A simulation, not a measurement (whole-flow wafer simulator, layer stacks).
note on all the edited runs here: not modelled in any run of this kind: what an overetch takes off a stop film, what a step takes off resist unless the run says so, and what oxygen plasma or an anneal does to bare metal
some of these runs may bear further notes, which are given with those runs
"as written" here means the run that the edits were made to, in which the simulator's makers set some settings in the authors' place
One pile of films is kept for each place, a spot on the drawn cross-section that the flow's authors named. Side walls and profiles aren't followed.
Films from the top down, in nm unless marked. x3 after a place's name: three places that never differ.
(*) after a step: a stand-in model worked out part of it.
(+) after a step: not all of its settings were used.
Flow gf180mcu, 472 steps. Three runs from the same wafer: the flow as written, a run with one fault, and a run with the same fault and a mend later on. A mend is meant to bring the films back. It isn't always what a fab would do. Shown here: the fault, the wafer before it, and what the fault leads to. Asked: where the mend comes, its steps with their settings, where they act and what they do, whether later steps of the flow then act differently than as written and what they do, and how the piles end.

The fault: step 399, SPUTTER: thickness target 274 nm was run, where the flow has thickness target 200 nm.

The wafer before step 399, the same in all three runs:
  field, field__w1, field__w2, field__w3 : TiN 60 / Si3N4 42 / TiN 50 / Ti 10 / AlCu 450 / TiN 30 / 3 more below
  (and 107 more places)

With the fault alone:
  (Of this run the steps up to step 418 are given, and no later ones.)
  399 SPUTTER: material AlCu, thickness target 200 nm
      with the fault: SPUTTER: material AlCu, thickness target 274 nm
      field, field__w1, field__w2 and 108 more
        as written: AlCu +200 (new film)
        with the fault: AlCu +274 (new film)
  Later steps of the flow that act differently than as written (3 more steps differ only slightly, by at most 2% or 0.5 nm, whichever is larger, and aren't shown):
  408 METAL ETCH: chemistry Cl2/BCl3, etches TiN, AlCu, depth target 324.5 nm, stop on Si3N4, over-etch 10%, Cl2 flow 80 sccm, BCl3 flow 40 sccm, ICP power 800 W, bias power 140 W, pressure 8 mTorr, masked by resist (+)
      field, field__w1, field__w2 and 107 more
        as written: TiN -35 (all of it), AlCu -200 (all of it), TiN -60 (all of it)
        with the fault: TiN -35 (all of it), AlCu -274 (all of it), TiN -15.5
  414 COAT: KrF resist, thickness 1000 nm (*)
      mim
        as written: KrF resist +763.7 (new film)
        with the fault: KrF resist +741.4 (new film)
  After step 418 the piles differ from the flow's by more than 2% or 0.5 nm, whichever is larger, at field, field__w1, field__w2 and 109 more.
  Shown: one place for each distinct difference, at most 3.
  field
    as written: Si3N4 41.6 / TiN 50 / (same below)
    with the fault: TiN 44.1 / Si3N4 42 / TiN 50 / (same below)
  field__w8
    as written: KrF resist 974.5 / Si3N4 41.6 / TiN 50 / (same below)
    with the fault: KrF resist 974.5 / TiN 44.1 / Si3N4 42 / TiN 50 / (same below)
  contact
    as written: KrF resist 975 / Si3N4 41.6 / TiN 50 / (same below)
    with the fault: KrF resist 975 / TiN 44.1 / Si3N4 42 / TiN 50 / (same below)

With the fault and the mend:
  The mend comes after step 399.
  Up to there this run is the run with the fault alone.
  399a METAL ETCH: chemistry Cl2/BCl3, etches TiN, AlCu, Ti, depth target 74 nm, Cl2 flow 80 sccm, BCl3 flow 40 sccm, ICP power 800 W, bias power 140 W, pressure 8 mTorr (the flow's step 260 once more, with other settings)
      field, field__w1, field__w2 and 108 more
        AlCu -74
  No later step of the flow acts differently than as written at any place that is followed.
  At the end the piles are the same as the flow's at every place that both follow.
